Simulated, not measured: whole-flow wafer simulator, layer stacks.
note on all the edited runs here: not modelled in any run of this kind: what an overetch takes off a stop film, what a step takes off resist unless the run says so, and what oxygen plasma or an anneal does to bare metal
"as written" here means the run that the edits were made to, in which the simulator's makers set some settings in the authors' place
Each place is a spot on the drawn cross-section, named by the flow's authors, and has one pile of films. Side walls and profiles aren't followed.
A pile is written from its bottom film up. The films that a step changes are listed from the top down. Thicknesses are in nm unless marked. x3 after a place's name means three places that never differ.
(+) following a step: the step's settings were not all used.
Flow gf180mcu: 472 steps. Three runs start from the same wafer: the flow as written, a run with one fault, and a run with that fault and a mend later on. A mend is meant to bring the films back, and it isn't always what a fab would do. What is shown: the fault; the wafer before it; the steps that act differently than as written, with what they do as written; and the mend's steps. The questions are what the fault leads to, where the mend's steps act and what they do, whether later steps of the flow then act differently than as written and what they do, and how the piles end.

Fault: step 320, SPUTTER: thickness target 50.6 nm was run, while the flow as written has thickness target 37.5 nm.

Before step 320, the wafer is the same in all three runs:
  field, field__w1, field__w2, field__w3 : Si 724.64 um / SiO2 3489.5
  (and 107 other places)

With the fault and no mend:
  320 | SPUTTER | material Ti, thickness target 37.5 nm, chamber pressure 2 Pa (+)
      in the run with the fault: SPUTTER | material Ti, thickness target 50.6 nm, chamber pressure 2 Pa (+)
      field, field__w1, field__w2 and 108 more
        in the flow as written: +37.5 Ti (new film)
        in the run with the fault: +50.6 Ti (new film)
  Steps further on in the flow that do not act as written:
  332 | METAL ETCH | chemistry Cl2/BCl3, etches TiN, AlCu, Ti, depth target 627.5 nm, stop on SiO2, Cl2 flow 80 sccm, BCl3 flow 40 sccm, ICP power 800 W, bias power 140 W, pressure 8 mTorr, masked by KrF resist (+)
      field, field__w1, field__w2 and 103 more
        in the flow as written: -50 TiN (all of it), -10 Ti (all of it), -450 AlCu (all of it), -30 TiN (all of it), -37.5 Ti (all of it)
        in the run with the fault: -50 TiN (all of it), -10 Ti (all of it), -450 AlCu (all of it), -30 TiN (all of it), -50.6 Ti (all of it)
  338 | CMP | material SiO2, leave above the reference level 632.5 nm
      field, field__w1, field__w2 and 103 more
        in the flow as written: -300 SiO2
        in the run with the fault: -286.9 SiO2
  At field__w8, contact, m1, m1__w1, m1_nw, the piles at the end differ from the flow's by more than 2% or 0.5 nm, whichever is larger.
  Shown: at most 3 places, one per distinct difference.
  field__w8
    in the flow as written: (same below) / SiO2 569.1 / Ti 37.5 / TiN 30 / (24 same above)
    in the run with the fault: (same below) / SiO2 569.1 / Ti 50.6 / TiN 30 / (24 same above)
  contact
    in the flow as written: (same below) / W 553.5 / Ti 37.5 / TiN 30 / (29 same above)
    in the run with the fault: (same below) / W 553.5 / Ti 50.6 / TiN 30 / (29 same above)

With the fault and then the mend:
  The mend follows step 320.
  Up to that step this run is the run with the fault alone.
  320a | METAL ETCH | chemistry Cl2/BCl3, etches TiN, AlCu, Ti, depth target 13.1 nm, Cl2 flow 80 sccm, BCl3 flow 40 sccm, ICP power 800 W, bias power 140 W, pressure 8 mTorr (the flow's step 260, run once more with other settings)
      field, field__w1, field__w2 and 108 more
        -13.1 Ti
  Later steps of the flow that are run all act as written at every place that is followed.
  By the end, the piles equal the flow's at every place that both follow.
